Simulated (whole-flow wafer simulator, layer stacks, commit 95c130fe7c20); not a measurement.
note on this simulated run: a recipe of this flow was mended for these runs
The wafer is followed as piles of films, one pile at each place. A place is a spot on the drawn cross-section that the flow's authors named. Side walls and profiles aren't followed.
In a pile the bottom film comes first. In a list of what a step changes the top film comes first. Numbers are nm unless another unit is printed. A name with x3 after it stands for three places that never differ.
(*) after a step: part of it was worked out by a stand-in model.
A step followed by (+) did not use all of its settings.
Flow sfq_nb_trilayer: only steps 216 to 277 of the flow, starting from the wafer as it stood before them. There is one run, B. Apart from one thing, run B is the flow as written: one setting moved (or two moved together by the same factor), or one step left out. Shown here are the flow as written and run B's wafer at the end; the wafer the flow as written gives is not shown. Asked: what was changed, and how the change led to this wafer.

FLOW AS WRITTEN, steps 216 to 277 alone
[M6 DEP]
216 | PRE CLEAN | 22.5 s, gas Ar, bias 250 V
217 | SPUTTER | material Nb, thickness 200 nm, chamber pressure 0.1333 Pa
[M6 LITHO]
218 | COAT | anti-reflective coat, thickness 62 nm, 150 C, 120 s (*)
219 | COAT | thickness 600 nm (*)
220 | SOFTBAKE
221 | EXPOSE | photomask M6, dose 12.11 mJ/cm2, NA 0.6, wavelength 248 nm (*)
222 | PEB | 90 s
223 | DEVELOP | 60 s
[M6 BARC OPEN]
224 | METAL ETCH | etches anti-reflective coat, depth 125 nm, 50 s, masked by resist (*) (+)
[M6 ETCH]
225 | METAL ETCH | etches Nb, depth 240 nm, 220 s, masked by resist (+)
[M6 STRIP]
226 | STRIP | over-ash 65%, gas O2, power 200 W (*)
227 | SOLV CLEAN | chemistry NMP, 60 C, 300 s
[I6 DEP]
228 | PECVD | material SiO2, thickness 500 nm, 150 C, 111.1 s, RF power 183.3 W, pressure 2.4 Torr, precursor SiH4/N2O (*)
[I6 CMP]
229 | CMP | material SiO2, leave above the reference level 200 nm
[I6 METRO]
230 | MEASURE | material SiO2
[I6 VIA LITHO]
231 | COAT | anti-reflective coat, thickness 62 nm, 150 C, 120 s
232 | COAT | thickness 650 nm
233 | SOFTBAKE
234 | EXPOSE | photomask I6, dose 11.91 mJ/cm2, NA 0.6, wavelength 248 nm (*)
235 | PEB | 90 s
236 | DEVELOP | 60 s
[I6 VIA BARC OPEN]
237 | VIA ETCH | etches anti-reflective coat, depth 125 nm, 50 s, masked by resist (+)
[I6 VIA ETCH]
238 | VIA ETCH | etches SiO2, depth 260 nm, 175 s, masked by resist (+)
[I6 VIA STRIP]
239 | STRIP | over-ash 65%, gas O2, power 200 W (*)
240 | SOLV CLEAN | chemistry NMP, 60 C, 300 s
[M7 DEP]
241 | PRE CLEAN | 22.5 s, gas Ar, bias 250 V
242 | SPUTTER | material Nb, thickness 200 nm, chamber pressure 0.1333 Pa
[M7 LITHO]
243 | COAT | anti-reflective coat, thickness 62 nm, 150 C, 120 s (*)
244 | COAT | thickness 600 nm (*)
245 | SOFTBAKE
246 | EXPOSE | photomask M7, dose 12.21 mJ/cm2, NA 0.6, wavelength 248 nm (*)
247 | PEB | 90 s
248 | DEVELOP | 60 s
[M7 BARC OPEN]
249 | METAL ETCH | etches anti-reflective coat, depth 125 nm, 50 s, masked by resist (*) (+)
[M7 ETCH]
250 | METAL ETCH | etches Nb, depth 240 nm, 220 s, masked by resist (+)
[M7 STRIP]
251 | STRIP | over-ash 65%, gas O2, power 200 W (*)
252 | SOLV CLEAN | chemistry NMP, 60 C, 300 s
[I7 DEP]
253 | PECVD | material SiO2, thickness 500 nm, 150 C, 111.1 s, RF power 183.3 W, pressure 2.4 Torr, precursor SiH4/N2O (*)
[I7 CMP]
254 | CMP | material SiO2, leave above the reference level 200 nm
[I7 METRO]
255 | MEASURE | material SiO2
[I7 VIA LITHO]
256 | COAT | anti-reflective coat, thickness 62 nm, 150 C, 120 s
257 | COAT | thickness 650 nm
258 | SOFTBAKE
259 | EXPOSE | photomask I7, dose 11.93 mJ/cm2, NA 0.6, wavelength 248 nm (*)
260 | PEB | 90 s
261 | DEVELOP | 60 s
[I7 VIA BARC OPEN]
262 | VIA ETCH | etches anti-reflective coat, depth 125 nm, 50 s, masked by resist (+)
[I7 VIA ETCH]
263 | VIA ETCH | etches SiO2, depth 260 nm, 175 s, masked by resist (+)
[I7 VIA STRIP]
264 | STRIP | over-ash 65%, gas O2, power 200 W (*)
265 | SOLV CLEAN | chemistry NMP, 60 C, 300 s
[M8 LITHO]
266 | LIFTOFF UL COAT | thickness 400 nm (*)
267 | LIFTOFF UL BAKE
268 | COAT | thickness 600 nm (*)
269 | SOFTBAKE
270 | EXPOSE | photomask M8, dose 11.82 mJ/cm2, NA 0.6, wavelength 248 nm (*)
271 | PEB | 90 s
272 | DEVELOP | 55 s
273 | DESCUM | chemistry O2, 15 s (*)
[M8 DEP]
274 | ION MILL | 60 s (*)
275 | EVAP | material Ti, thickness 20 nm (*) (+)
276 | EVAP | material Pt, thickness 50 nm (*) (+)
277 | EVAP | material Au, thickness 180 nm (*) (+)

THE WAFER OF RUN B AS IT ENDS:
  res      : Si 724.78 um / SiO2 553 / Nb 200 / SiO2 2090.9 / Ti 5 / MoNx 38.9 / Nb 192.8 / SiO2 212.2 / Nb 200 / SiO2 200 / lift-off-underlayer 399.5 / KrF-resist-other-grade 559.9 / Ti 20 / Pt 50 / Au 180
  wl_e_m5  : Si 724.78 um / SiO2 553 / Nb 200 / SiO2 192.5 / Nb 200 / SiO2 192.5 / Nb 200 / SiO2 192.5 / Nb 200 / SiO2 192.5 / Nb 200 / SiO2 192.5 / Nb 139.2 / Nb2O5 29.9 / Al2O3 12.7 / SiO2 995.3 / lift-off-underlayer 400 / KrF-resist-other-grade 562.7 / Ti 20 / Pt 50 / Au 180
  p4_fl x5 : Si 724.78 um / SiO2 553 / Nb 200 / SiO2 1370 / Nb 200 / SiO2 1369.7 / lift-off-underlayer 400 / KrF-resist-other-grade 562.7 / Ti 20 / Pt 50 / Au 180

Cause: step 216, PRE CLEAN: 36 s was run, though the flow has 22.5 s.

Step by step, how the change led to this:
  216 | PRE CLEAN | 22.5 s, gas Ar, bias 250 V
      res: -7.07 Ti (all of it), -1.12 MoNx (it would be, as written: -4.53 Ti)
      field_l, v_sur, via_wl and 100 more: -12 SiO2 (it would be, as written: -7.5 SiO2)
      (and at 2 other places as well)
